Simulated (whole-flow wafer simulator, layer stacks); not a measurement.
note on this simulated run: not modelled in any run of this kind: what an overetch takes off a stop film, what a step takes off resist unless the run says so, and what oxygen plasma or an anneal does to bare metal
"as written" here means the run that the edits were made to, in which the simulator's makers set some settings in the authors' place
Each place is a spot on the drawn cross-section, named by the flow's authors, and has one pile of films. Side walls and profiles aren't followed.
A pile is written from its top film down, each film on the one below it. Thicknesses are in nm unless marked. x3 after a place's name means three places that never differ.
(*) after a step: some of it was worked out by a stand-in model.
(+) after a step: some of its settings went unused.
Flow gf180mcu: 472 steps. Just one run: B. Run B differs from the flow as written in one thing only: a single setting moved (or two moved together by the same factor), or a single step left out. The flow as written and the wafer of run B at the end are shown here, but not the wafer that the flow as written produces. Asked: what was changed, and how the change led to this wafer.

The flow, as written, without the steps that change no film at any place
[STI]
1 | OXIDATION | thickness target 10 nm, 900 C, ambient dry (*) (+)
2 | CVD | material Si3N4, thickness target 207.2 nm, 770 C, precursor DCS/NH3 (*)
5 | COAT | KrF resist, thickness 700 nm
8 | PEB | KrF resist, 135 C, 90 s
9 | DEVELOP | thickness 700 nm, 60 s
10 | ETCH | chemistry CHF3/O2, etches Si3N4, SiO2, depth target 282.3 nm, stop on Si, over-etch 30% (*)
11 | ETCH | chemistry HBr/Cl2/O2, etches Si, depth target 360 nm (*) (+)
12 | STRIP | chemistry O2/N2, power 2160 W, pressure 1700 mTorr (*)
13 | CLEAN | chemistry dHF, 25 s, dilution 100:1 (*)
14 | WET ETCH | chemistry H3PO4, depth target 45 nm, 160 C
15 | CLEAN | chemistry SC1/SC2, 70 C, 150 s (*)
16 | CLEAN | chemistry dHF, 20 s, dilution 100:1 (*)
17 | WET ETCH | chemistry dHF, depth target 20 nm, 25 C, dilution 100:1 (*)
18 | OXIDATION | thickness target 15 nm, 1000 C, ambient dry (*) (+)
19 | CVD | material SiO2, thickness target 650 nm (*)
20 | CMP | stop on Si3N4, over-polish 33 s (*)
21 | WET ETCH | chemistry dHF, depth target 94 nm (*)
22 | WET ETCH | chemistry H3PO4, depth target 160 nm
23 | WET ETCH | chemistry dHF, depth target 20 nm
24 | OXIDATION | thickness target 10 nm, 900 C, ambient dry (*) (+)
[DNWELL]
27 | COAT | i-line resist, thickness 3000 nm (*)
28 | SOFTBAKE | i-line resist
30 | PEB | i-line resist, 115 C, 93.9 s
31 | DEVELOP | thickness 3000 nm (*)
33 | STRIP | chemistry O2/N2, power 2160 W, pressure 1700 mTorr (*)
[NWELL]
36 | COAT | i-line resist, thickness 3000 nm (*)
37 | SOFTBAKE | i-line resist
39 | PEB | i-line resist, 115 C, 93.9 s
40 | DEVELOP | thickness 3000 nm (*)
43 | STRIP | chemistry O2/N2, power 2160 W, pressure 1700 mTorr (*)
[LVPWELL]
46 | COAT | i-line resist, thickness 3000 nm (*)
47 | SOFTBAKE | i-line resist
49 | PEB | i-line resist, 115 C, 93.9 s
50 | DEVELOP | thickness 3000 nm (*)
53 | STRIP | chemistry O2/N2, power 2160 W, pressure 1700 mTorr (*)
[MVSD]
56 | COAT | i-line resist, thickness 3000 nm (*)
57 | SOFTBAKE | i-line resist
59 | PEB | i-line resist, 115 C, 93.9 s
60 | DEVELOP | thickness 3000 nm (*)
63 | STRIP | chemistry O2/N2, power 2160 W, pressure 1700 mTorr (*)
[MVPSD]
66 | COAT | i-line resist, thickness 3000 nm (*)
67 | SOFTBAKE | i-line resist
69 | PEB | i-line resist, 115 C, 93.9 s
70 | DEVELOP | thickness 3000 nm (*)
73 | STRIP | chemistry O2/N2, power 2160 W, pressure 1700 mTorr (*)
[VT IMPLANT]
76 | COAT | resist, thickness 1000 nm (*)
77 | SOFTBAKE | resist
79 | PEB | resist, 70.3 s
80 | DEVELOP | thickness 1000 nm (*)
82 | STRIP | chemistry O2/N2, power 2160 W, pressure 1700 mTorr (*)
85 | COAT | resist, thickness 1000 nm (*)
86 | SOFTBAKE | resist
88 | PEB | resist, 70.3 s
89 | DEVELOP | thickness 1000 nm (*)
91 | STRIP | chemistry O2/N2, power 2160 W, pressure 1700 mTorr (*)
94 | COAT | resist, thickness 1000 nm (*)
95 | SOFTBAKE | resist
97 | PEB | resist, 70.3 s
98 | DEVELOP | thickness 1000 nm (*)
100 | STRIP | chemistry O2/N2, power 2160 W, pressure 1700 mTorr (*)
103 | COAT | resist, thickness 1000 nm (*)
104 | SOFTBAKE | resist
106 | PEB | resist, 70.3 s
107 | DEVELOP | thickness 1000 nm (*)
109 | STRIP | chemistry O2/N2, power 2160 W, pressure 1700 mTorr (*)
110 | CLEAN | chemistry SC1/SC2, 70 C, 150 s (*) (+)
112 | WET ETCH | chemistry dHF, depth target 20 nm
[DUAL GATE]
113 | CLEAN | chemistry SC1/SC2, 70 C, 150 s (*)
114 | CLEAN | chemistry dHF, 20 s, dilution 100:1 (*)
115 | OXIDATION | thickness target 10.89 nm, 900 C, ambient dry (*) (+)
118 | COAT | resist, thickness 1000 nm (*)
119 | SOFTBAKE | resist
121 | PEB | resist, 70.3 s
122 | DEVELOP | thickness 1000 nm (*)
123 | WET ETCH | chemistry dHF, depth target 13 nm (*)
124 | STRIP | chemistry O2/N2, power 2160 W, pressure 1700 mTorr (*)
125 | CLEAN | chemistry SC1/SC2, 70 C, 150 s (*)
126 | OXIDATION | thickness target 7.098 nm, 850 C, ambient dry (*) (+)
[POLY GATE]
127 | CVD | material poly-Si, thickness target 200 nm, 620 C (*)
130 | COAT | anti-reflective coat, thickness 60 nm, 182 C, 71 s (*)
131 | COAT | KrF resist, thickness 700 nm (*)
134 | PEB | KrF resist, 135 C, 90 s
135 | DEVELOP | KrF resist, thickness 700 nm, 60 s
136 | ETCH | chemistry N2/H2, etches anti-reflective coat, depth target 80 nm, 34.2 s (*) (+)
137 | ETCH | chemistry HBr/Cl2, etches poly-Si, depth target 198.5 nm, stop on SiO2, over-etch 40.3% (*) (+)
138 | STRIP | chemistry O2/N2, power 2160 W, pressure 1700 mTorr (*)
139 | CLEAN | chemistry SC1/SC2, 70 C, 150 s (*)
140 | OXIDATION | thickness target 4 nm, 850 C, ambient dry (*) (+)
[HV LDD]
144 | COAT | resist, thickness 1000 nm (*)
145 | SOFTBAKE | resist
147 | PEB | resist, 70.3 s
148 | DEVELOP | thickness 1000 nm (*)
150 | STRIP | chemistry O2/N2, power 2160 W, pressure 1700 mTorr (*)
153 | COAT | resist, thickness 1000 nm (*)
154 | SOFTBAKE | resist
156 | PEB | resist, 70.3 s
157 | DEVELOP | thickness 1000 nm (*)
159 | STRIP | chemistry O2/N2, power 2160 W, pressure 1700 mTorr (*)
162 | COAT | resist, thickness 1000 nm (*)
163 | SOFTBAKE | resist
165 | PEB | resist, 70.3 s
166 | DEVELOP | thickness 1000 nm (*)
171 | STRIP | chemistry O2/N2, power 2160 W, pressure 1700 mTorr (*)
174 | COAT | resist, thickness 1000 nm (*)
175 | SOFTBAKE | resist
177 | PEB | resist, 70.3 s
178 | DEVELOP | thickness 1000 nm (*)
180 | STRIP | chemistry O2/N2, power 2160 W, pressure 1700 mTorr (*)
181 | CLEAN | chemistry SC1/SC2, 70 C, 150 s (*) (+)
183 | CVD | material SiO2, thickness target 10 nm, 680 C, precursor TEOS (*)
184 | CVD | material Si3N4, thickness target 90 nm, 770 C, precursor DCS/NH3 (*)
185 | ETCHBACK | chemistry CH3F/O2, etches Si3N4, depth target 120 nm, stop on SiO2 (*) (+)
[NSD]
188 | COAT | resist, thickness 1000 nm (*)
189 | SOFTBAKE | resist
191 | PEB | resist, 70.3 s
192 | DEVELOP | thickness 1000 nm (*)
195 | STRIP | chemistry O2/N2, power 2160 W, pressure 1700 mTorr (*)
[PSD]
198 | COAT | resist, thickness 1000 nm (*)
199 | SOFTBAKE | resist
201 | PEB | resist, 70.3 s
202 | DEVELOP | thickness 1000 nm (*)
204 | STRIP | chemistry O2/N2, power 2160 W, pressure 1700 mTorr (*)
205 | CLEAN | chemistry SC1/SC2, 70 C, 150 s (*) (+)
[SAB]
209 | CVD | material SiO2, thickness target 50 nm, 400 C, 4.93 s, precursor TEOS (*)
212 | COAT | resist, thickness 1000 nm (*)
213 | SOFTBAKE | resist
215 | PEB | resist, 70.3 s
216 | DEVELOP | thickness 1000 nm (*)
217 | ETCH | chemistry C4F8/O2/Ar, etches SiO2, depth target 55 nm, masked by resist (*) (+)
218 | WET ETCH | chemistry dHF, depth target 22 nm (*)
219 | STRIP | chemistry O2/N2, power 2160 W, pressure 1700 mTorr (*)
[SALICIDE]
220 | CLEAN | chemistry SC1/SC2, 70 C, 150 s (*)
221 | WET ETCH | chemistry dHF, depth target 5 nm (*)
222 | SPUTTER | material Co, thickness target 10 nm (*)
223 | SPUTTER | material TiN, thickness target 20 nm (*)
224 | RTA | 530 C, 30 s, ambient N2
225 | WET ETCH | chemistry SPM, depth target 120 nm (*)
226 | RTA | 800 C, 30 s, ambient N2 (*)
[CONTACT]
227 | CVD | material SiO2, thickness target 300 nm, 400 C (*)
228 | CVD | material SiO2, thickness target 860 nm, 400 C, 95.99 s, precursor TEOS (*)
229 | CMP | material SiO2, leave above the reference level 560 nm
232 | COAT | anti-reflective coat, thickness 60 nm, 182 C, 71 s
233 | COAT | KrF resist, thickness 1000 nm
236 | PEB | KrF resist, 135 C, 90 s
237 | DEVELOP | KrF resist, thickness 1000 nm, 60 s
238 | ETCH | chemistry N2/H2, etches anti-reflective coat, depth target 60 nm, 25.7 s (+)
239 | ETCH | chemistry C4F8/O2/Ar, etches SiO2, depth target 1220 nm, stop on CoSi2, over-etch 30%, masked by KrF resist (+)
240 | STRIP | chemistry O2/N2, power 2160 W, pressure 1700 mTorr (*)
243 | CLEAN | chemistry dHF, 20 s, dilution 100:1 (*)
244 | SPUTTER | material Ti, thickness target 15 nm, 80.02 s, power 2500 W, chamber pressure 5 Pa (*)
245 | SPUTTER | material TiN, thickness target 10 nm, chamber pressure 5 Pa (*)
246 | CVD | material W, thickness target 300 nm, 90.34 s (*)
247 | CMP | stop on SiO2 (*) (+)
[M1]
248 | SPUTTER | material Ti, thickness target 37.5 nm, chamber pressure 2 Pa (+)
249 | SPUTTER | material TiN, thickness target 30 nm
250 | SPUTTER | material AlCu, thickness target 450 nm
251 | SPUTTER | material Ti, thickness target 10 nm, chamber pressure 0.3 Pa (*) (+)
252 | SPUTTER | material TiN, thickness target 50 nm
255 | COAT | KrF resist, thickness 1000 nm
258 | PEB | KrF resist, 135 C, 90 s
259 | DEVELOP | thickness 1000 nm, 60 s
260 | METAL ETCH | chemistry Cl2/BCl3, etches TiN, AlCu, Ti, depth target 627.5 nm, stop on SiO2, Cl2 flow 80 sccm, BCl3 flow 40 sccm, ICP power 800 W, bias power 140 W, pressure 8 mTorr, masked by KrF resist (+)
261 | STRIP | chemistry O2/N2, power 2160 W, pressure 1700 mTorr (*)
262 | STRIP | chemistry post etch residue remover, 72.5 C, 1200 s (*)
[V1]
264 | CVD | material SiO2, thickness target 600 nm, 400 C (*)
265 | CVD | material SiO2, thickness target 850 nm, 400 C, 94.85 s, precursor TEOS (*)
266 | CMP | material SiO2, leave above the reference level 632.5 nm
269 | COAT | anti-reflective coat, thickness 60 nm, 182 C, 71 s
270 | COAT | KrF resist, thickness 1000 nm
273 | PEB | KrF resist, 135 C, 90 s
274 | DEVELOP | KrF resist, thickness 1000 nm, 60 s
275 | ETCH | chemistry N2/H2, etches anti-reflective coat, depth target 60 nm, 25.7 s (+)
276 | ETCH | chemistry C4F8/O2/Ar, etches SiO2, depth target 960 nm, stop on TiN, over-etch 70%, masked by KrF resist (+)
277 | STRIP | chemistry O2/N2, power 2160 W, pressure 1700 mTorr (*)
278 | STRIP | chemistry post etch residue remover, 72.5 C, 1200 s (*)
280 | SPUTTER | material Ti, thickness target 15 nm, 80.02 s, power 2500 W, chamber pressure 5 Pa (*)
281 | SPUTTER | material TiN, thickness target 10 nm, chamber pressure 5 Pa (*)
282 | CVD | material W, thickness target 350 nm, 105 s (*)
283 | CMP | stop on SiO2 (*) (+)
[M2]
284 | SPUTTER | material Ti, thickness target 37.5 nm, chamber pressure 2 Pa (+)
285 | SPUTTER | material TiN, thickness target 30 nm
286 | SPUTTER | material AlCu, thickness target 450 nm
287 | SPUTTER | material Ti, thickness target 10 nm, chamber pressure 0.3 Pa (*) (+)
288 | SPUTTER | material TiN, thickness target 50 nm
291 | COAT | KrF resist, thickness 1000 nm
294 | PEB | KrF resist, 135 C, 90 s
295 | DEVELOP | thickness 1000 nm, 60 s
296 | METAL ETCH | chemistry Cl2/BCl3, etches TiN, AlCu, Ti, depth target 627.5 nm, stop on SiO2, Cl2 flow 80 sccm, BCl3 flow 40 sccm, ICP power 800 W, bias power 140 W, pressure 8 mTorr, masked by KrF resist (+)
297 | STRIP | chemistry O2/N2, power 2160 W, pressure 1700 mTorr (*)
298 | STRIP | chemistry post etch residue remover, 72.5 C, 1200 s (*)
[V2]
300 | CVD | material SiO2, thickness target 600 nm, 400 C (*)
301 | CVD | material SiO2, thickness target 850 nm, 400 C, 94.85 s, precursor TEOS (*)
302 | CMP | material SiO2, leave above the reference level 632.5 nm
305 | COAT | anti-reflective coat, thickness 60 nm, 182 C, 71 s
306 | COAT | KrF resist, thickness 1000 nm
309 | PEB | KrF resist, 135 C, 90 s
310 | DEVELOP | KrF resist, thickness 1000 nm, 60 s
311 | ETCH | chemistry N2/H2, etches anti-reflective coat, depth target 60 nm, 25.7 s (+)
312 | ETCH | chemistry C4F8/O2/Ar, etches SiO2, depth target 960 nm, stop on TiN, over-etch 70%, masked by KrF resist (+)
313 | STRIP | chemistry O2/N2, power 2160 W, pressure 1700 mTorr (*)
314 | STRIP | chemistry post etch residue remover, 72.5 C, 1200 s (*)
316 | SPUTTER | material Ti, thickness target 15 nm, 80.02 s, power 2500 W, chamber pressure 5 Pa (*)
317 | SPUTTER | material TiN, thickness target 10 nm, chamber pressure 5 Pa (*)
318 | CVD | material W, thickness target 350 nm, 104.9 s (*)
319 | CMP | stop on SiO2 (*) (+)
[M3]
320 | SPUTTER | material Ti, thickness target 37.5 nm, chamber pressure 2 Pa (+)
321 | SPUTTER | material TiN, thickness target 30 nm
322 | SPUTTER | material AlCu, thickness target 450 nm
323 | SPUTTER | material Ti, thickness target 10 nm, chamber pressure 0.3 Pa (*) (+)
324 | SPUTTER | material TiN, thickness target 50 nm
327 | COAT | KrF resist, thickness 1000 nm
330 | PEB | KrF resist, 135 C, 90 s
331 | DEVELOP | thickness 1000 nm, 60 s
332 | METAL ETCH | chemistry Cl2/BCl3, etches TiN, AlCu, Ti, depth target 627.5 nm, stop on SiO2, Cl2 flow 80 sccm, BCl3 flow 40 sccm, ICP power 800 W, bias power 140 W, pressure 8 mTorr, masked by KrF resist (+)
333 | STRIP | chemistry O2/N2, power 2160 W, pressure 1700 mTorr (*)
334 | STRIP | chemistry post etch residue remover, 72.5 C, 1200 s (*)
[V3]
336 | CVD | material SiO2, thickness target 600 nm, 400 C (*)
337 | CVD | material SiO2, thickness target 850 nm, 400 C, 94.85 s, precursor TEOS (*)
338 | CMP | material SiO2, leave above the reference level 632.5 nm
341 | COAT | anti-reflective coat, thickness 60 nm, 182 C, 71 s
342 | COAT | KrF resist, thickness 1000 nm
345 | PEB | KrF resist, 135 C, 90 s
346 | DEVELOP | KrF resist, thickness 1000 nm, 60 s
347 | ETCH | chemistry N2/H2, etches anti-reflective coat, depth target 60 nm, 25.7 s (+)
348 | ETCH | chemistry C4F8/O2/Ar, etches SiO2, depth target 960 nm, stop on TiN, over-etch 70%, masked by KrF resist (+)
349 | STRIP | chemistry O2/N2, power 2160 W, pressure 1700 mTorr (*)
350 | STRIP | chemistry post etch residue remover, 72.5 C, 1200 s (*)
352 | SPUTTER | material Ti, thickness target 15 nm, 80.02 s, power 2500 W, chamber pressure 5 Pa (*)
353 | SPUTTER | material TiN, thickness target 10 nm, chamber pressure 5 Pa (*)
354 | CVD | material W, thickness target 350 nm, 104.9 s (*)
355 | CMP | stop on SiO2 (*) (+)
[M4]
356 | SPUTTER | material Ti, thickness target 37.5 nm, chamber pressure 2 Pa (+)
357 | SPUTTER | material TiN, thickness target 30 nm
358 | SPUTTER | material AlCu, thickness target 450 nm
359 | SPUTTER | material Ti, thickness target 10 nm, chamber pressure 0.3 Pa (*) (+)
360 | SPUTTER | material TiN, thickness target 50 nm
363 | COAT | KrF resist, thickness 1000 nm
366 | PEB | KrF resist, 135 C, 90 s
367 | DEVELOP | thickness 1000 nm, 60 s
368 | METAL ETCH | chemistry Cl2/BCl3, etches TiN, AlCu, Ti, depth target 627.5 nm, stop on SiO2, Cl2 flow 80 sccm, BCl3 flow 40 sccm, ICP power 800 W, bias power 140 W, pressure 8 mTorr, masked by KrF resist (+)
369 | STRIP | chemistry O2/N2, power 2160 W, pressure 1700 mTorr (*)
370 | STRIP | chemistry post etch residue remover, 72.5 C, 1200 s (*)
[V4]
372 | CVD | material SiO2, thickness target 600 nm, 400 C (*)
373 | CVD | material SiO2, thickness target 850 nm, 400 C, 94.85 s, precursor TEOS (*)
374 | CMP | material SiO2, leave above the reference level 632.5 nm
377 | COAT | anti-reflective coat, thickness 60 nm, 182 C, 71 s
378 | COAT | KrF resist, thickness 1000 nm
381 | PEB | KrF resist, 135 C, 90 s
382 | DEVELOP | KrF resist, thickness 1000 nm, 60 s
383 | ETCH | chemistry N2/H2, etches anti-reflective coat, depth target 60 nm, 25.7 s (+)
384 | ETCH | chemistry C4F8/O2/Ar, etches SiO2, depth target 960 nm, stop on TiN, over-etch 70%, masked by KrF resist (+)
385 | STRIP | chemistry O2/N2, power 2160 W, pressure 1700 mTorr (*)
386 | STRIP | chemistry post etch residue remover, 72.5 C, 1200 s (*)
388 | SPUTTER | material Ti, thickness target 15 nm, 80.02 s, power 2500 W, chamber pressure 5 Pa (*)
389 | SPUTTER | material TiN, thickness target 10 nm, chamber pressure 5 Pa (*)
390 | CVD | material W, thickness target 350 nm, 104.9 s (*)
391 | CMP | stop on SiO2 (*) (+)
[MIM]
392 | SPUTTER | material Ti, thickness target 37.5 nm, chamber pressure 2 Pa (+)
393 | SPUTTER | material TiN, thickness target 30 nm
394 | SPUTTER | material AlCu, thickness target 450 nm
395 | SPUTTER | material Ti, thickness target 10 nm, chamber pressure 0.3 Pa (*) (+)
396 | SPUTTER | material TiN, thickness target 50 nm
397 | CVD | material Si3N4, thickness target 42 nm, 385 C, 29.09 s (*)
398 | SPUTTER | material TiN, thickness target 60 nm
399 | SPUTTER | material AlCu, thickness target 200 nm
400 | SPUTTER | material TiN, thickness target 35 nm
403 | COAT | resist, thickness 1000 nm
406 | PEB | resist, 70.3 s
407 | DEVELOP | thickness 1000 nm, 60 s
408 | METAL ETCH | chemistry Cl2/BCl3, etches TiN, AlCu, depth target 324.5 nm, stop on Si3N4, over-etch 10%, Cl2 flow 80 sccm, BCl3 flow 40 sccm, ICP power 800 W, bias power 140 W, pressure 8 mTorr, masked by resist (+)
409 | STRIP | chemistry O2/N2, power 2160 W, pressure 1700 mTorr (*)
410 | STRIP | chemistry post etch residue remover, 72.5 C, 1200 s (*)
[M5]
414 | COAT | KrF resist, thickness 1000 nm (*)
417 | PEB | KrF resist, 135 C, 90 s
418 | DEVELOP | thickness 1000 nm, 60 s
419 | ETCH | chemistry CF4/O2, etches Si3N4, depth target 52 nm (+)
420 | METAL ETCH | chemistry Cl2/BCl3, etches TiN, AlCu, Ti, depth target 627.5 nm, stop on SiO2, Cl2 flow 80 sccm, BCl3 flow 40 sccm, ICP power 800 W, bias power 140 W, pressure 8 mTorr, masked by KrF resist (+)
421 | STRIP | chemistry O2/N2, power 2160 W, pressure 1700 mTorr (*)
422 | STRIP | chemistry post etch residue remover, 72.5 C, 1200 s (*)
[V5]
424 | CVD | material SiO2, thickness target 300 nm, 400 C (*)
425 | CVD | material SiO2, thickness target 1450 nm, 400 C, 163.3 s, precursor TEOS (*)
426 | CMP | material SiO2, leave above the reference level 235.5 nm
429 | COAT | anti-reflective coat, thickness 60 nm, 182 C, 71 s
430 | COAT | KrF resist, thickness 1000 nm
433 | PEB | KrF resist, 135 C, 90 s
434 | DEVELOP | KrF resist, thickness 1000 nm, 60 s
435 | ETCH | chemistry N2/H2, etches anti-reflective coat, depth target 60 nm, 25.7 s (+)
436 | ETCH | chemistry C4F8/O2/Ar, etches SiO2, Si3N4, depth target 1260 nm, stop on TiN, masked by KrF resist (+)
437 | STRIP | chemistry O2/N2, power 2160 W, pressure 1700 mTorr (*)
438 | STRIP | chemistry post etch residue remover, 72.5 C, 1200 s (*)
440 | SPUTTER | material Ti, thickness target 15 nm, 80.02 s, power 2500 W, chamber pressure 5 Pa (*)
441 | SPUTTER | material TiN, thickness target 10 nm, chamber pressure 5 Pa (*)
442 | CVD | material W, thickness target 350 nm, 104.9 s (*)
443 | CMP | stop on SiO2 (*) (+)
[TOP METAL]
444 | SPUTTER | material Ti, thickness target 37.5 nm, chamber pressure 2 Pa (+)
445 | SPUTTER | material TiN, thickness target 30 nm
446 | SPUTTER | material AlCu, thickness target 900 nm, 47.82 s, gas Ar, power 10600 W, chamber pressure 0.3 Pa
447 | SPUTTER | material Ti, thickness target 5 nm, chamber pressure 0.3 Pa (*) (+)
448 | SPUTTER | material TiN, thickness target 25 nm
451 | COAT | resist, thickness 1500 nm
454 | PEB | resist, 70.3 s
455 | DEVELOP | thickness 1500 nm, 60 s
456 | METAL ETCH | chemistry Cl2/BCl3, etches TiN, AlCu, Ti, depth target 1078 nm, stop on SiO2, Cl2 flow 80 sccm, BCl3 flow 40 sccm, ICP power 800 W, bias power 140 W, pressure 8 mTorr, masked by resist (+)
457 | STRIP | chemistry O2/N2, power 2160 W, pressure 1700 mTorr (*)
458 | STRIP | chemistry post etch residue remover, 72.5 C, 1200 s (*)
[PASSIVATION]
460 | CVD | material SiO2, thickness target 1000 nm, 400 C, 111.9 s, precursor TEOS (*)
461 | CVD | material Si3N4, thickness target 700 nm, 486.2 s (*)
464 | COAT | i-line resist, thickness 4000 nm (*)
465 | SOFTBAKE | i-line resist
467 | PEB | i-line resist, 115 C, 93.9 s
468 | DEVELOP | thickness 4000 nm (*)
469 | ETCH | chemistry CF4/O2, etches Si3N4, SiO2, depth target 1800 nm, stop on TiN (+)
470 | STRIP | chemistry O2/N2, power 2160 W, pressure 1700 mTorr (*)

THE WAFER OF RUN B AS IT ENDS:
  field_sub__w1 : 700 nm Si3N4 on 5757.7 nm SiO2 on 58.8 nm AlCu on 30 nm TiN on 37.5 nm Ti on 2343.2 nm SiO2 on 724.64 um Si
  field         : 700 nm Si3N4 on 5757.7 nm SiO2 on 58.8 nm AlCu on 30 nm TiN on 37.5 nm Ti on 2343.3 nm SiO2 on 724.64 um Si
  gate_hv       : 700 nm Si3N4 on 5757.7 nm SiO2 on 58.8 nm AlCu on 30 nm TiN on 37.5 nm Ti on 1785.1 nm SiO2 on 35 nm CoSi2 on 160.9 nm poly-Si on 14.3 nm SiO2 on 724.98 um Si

The reason: step 296, METAL ETCH: depth target 445.5 nm was run, whereas the flow has depth target 627.5 nm.

How this came from the change, step by step:
  296 | METAL ETCH | chemistry Cl2/BCl3, etches TiN, AlCu, Ti, depth target 627.5 nm, stop on SiO2, Cl2 flow 80 sccm, BCl3 flow 40 sccm, ICP power 800 W, bias power 140 W, pressure 8 mTorr, masked by KrF resist (+)
      field, field__w1, field__w2 and 103 more: -50 TiN (all of it), -10 Ti (all of it), -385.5 AlCu (it would be, as written: -50 TiN (all of it), -10 Ti (all of it), -450 AlCu (all of it), -30 TiN (all of it), -37.5 Ti (all of it))
      field__w8, contact, m1, m1__w1, m1_nw: -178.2 KrF resist (it would be, as written: -251 KrF resist)
  297 | STRIP | chemistry O2/N2, power 2160 W, pressure 1700 mTorr (*)
      field__w8, contact, m1, m1__w1, m1_nw: -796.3 KrF resist (all of it) (it would be, as written: -723.5 KrF resist (all of it))
  298 | STRIP | chemistry post etch residue remover, 72.5 C, 1200 s (*)
      field, field__w1, field__w2 and 103 more: -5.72 AlCu (it would be, as written: nothing)
  300 | CVD | material SiO2, thickness target 600 nm, 400 C (*)
      field, field__w1, field__w2 and 103 more: +600 SiO2 (new film) (it would be, as written: +600 SiO2)
  302 | CMP | material SiO2, leave above the reference level 632.5 nm
      field, field__w1, field__w2 and 103 more: -426.3 SiO2 (it would be, as written: -300 SiO2)
With metal films that touch counted as one body, field_sub__w1 has 1 body; the flow as written gives 0 bodies.
With metal films that touch counted as one body, field has 1 body; the flow as written gives 0 bodies.
With metal films that touch counted as one body, gate_hv has 2 bodies (between them, from the top down: SiO2 1785.1); the flow as written gives 1 body.
